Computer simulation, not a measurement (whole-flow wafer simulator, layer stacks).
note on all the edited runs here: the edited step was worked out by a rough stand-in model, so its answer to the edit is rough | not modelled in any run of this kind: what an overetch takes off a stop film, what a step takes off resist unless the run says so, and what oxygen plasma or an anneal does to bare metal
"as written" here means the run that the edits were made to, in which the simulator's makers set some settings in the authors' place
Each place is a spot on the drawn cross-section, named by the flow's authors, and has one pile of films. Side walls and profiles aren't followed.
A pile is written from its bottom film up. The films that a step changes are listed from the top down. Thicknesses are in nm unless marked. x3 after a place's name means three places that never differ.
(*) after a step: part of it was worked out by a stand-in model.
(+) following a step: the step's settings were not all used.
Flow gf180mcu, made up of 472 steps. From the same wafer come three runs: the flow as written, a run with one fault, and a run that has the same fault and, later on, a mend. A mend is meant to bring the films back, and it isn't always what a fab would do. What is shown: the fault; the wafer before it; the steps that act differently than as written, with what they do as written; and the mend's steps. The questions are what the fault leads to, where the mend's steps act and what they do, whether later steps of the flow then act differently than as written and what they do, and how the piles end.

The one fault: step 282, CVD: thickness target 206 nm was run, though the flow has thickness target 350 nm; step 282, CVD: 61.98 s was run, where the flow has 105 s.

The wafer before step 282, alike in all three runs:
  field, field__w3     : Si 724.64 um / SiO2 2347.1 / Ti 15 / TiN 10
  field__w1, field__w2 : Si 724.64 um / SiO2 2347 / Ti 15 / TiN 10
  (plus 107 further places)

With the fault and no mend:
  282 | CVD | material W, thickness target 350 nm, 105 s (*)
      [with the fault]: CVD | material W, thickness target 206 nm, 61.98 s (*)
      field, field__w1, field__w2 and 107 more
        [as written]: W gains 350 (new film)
        [with the fault]: W gains 207.5 (new film)
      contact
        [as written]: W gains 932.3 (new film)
        [with the fault]: W gains 789.8 (new film)
  Later steps of the flow acting differently than as written:
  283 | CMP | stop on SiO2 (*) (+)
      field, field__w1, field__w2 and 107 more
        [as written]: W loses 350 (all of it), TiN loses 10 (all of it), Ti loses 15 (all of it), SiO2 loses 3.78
        [with the fault]: W loses 207.5 (all of it), TiN loses 10 (all of it), Ti loses 15 (all of it), SiO2 loses 2.35
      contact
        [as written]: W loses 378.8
        [with the fault]: W loses 234.9
  At the end the piles are close to the flow's at the places that both follow, differing by at most 2% or 0.5 nm, whichever is larger.

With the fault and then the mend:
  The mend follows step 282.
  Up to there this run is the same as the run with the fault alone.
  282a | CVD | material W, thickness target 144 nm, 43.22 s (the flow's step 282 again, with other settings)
      field, field__w1, field__w2 and 108 more
        W gains 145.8
  Later steps of the flow that are run all act as written at every place that is followed, up to a difference of at most 2% or 0.5 nm, whichever is larger.
  At the end the piles are close to the flow's at the places that both follow, differing by at most 2% or 0.5 nm, whichever is larger.
